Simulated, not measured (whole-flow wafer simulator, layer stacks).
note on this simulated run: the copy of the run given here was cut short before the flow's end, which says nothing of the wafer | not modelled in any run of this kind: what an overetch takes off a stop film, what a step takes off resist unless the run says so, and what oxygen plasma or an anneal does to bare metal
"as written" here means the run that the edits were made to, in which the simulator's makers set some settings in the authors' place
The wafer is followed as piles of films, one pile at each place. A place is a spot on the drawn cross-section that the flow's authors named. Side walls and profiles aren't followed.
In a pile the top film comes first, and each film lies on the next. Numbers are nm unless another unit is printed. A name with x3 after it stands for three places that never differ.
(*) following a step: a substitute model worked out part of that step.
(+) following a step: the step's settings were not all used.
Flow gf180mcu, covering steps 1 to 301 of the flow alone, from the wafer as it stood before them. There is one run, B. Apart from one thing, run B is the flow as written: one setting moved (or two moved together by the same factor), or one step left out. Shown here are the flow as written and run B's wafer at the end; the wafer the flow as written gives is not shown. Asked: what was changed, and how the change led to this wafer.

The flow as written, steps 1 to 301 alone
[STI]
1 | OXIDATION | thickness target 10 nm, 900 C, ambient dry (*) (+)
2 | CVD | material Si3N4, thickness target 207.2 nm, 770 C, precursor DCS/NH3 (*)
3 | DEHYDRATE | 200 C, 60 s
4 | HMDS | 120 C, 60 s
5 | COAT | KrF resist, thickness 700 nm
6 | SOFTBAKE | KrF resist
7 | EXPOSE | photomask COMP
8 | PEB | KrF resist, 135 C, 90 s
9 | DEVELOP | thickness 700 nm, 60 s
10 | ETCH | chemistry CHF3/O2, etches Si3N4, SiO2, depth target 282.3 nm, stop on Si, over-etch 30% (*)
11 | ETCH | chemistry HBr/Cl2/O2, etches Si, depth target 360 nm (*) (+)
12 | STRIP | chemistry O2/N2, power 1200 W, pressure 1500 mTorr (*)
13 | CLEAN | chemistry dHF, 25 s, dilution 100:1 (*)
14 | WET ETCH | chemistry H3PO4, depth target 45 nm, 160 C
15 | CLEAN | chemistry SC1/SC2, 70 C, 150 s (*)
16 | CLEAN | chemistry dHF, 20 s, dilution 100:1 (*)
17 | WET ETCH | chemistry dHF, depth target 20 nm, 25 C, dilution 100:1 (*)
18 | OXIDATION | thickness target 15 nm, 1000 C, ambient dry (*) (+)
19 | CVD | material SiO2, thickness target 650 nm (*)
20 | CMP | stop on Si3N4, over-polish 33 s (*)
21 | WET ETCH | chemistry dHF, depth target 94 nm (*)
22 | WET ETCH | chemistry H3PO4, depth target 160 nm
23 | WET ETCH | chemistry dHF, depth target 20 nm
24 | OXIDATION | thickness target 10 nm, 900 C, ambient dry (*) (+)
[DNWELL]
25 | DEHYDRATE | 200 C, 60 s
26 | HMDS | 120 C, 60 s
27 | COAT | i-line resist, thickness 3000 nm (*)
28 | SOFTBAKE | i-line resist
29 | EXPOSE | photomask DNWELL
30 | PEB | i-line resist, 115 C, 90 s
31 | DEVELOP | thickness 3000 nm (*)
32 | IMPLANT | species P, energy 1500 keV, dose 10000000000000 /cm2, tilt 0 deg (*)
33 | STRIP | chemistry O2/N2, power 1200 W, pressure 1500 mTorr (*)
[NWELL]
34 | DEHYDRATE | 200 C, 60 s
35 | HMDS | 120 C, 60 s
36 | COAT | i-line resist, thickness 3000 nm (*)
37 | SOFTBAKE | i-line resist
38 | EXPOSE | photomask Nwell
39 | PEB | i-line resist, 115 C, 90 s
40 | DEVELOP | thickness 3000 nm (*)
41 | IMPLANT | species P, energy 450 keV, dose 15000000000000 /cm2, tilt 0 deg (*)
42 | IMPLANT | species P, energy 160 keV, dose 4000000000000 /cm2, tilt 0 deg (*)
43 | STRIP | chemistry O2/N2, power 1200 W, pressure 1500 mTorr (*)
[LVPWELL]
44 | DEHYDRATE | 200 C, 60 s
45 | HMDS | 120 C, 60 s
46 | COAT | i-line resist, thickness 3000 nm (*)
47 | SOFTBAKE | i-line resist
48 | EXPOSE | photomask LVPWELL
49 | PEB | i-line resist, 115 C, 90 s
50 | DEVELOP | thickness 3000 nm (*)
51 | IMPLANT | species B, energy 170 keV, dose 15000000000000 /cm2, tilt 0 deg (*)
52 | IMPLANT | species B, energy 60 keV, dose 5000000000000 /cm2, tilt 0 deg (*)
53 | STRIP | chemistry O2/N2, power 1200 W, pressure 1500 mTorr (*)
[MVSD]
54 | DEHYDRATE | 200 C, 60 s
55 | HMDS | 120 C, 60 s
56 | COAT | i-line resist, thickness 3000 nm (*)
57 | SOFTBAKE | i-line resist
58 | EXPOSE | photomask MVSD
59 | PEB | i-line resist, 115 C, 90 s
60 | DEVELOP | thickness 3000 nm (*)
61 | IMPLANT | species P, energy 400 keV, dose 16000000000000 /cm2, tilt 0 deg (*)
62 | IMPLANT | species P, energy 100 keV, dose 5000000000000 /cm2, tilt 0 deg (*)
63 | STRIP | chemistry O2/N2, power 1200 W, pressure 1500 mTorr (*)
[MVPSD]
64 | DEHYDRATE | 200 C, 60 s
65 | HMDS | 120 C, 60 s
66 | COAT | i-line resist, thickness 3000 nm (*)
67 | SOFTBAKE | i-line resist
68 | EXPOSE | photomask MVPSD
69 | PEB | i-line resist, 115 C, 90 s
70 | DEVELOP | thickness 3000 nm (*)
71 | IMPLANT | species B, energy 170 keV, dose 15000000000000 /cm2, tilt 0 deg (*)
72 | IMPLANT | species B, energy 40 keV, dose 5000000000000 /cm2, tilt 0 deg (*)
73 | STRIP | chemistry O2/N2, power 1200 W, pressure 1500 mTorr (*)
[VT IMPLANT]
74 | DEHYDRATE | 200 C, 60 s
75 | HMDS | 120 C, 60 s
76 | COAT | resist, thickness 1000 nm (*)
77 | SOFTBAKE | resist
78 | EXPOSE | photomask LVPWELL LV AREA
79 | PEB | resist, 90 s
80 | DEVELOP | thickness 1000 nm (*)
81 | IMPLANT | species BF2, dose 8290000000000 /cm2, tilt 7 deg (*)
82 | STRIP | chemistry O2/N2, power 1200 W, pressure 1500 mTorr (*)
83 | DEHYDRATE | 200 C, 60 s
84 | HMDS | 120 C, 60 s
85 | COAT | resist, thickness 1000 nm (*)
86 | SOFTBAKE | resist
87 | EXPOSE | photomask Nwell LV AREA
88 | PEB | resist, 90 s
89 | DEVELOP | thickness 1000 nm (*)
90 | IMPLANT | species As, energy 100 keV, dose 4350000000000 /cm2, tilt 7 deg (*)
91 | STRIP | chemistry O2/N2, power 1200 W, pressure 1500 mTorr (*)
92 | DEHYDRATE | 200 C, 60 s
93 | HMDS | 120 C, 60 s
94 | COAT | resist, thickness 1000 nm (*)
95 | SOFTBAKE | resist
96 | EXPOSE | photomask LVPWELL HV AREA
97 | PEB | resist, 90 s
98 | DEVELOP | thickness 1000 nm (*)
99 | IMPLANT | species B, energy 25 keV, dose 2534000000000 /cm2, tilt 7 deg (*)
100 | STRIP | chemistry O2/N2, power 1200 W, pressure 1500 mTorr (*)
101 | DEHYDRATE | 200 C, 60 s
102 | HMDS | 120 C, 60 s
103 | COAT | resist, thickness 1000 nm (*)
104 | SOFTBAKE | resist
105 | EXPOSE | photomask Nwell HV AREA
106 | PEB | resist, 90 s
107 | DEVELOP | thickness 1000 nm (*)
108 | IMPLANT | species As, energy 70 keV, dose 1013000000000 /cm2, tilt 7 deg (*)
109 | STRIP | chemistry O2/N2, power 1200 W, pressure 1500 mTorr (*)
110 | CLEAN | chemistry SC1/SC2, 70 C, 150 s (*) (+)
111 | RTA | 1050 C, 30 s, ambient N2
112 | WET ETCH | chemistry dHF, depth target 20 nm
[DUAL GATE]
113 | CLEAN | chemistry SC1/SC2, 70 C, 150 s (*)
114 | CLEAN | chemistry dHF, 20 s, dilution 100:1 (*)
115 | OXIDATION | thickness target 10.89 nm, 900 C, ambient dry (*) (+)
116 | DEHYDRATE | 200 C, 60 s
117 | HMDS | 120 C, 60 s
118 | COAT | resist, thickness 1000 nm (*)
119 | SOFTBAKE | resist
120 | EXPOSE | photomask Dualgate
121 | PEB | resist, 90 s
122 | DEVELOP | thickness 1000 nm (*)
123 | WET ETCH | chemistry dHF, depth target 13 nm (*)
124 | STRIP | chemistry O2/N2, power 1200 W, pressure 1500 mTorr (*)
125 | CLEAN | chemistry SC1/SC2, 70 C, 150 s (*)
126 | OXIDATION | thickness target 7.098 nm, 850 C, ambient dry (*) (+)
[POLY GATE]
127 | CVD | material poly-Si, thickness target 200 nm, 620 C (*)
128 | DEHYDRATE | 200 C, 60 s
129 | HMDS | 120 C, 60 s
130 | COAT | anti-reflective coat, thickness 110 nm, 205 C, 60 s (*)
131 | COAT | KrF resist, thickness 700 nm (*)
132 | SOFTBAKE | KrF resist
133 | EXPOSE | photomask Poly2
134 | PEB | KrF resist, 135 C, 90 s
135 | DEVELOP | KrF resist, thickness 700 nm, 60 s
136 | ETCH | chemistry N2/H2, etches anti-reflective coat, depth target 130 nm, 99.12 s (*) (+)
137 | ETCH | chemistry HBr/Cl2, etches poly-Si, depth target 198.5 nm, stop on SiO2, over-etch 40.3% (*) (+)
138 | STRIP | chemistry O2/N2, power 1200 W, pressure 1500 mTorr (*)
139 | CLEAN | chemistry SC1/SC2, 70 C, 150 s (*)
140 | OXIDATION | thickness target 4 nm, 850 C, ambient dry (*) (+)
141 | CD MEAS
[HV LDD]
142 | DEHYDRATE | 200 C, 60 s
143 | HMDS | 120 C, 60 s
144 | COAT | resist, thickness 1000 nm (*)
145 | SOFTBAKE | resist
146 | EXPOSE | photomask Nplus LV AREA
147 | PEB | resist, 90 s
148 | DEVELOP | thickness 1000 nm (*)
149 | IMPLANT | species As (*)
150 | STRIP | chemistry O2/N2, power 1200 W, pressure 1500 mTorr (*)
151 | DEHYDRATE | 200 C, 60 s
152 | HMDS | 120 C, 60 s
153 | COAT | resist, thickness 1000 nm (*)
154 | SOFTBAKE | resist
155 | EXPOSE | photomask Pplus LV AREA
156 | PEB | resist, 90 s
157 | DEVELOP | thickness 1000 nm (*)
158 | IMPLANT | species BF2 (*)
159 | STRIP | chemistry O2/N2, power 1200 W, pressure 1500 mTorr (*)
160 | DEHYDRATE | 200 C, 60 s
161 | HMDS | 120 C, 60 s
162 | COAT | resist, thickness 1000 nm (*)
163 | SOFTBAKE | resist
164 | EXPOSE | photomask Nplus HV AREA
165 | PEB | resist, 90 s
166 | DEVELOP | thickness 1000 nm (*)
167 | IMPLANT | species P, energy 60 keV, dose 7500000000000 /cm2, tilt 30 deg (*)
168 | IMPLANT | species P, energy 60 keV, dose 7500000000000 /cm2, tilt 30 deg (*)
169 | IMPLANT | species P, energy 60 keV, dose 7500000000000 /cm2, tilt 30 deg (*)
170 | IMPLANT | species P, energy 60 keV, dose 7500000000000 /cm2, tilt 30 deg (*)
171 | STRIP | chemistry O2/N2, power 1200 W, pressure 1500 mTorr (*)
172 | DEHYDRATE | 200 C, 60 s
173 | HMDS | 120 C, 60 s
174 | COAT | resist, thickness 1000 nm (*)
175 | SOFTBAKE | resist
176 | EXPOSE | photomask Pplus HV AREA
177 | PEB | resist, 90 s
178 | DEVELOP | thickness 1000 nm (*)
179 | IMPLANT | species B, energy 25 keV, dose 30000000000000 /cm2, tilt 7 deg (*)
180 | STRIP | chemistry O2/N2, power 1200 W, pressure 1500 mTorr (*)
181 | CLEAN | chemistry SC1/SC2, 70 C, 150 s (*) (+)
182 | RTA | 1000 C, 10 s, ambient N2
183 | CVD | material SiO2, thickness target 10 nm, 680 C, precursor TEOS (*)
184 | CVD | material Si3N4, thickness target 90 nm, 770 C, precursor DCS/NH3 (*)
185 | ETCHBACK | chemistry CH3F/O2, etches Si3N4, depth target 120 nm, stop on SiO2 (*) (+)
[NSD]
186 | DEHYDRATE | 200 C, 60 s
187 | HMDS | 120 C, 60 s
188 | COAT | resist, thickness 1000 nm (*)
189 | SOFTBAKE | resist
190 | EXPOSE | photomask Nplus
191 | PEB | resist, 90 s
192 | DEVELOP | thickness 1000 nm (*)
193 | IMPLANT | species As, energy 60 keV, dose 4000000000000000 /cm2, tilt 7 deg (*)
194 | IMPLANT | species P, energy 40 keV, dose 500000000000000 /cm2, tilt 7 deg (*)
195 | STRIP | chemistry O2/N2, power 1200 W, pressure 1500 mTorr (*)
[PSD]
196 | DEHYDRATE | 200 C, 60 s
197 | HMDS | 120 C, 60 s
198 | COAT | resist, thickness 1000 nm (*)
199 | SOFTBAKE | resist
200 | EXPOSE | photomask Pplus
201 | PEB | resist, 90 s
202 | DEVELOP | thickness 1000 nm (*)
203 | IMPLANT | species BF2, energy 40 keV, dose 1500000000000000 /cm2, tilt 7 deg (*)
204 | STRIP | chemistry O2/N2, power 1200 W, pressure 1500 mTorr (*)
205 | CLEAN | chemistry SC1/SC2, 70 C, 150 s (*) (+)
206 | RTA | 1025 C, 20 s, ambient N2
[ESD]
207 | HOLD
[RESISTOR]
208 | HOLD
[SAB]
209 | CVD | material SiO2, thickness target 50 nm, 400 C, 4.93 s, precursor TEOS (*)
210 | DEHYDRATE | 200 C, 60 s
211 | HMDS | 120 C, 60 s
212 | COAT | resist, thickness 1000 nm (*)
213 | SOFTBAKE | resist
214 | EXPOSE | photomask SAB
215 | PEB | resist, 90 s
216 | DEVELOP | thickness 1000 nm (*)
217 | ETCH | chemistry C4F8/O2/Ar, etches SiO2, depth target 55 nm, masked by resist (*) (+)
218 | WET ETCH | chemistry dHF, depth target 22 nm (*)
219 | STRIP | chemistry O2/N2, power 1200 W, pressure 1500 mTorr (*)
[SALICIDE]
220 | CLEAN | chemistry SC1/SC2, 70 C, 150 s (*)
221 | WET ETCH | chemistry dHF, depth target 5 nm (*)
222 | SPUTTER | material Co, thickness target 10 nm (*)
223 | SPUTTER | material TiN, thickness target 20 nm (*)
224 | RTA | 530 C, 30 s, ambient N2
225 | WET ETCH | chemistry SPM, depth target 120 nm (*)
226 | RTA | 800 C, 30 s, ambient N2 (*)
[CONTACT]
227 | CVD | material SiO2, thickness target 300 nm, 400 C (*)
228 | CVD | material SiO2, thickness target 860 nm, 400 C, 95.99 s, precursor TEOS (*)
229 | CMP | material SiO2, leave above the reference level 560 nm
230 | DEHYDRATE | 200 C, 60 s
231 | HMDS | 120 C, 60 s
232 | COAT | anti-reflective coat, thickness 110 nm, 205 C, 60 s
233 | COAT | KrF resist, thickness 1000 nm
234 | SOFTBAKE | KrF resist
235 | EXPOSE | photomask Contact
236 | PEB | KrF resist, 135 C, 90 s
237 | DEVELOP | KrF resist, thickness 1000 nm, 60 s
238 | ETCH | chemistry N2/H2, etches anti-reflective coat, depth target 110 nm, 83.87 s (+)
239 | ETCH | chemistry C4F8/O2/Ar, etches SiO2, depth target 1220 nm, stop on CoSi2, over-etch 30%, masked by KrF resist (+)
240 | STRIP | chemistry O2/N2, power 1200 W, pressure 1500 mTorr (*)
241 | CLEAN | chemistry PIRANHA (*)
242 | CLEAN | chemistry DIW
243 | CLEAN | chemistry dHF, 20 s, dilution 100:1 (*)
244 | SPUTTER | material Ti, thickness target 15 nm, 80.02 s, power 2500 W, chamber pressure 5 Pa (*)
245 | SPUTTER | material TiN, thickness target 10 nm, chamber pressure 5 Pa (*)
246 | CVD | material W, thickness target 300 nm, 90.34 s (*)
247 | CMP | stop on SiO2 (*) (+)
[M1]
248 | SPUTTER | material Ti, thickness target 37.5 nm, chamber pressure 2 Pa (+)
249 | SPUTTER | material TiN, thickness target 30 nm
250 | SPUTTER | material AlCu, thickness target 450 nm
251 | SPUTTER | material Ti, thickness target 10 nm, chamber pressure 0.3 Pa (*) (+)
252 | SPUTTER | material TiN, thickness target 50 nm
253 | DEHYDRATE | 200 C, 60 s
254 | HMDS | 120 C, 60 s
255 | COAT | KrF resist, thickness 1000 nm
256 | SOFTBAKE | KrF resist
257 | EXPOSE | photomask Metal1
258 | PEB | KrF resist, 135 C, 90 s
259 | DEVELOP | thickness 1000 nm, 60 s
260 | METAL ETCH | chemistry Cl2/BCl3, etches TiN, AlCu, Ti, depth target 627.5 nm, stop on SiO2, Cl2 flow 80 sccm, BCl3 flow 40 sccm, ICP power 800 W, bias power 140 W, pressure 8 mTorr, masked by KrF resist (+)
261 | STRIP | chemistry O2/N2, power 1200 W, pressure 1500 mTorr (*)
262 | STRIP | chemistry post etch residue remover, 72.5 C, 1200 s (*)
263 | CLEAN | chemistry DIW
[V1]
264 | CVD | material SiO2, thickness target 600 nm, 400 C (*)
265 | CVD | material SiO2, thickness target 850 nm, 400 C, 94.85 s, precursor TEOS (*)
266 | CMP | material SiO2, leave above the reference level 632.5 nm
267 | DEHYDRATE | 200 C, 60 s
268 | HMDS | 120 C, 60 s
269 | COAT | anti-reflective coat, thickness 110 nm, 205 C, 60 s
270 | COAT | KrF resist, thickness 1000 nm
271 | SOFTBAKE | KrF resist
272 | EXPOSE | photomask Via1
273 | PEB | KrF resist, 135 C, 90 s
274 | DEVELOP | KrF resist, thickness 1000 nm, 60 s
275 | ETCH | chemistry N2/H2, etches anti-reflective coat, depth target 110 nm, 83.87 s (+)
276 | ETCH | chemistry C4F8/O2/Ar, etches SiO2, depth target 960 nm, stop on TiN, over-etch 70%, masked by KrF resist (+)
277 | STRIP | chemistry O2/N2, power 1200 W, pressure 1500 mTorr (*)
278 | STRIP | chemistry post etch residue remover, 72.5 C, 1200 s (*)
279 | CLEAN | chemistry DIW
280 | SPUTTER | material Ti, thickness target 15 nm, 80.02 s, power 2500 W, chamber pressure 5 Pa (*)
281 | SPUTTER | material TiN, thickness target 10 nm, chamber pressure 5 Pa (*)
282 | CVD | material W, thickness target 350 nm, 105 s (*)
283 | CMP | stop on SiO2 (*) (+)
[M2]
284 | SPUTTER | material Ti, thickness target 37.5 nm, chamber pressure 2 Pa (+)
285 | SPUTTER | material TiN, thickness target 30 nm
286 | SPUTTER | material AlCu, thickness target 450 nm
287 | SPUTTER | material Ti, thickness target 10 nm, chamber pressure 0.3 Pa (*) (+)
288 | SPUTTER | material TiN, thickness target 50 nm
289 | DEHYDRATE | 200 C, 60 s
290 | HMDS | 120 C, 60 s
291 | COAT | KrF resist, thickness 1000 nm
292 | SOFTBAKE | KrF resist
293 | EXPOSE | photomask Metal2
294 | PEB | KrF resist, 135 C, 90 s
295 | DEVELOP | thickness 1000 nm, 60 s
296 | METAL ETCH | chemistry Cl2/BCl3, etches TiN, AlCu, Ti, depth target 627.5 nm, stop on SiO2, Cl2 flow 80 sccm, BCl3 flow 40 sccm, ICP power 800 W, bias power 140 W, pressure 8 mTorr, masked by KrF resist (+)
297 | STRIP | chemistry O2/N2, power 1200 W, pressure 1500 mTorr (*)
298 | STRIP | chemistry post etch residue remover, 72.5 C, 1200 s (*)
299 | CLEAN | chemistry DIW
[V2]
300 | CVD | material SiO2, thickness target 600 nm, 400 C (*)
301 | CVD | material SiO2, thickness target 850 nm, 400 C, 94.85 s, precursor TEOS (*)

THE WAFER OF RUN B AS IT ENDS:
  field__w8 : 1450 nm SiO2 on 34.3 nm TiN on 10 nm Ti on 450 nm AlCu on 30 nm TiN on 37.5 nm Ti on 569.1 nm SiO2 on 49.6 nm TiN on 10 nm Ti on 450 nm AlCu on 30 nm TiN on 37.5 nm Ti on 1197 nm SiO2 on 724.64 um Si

Cause: step 288, SPUTTER: thickness target 34.7 nm was run, though the flow has thickness target 50 nm.

Step by step, how the change led to this:
  288 | SPUTTER | material TiN, thickness target 50 nm
      field, field__w1, field__w2 and 108 more: TiN gains 34.7 (new film) (it would be, as written: TiN gains 50 (new film))
  296 | METAL ETCH | chemistry Cl2/BCl3, etches TiN, AlCu, Ti, depth target 627.5 nm, stop on SiO2, Cl2 flow 80 sccm, BCl3 flow 40 sccm, ICP power 800 W, bias power 140 W, pressure 8 mTorr, masked by KrF resist (+)
      field, field__w1, field__w2 and 103 more: TiN loses 34.7 (all of it), Ti loses 10 (all of it), AlCu loses 450 (all of it), TiN loses 30 (all of it), Ti loses 37.5 (all of it) (it would be, as written: TiN loses 50 (all of it), Ti loses 10 (all of it), AlCu loses 450 (all of it), TiN loses 30 (all of it), Ti loses 37.5 (all of it))
